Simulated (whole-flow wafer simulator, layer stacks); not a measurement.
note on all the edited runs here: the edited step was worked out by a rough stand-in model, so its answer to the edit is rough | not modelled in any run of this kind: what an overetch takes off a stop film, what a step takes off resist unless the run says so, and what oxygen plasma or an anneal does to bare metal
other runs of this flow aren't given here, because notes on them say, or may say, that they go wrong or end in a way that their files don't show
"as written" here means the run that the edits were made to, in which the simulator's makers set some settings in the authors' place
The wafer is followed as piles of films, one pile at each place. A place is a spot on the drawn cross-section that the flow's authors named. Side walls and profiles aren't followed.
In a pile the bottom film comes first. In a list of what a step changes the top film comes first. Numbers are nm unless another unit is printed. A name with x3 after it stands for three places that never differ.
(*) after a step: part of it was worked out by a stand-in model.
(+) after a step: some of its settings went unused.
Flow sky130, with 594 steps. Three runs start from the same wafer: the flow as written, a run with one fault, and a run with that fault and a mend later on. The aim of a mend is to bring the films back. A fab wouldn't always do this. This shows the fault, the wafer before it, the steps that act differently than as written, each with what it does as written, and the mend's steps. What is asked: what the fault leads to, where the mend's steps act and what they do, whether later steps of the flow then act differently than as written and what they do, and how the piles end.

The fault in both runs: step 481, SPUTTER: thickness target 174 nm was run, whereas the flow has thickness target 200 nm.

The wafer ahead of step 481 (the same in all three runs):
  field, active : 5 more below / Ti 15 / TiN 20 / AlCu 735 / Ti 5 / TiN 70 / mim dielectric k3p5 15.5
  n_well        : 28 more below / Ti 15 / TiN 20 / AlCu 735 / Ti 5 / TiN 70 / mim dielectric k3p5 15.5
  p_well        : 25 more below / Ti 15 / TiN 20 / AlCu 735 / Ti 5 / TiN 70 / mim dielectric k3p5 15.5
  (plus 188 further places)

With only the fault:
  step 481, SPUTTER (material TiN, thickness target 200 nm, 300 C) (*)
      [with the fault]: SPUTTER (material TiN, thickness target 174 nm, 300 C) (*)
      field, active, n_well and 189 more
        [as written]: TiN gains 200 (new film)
        [with the fault]: TiN gains 174 (new film)
  Steps further on in the flow that do not act as written (not shown: 5 more steps that differ only slightly, by at most 2% or 0.5 nm, whichever is larger):
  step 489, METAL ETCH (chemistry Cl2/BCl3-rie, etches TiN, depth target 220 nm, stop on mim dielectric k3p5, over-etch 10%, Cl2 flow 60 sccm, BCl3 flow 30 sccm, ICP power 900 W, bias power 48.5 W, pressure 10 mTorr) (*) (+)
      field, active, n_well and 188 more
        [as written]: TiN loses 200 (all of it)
        [with the fault]: TiN loses 174 (all of it)
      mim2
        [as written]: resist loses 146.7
        [with the fault]: resist loses 127.6
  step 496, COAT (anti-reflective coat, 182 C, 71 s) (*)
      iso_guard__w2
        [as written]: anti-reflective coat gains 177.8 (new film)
        [with the fault]: anti-reflective coat gains 160.8 (new film)
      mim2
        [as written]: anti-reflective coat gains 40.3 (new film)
        [with the fault]: anti-reflective coat gains 34.6 (new film)
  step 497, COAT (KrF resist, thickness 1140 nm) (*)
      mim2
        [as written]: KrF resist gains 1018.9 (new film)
        [with the fault]: KrF resist gains 1043.7 (new film)
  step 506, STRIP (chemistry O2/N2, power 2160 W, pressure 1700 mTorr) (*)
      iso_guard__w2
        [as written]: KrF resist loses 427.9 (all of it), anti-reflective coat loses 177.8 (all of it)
        [with the fault]: KrF resist loses 439.3 (all of it), anti-reflective coat loses 160.8 (all of it)
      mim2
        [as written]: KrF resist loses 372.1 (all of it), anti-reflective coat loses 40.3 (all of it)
        [with the fault]: KrF resist loses 396.8 (all of it), anti-reflective coat loses 34.6 (all of it)
  At mim2, the piles at the end differ from the flow's by more than 2% or 0.5 nm, whichever is larger.
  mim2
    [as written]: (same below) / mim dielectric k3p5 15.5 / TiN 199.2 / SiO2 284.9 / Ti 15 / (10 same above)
    [with the fault]: (same below) / mim dielectric k3p5 15.5 / TiN 173.2 / SiO2 310.9 / Ti 15 / (10 same above)

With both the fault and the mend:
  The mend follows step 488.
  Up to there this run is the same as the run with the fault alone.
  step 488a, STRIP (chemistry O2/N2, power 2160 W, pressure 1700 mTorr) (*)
      mim2
        resist loses 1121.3 (all of it)
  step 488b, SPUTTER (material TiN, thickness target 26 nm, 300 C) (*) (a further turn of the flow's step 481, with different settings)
      field, active, n_well and 189 more
        TiN gains 26
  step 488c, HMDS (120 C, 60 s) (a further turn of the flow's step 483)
      alters no film at any place that is followed
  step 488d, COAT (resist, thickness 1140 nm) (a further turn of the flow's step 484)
      field, active, n_well and 187 more
        resist gains 1140 (new film)
      m1, via3_hole
        resist gains 1140.6 (new film)
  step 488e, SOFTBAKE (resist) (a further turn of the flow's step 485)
      alters no film at any place that is followed
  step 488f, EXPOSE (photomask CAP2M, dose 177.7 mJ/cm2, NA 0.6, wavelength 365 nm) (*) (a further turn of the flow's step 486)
      alters no film at any place that is followed
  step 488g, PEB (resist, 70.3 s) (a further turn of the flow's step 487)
      field, active, n_well and 189 more
        resist loses 18.7
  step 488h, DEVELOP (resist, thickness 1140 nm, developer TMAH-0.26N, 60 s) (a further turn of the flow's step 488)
      field, active, n_well and 186 more
        resist loses 1121.3 (all of it)
      m1, via3_hole
        resist loses 1121.9 (all of it)
  None of the later steps of the flow acts differently than as written at any place that is followed.
  At every place that both follow, the piles at the end match the flow's.
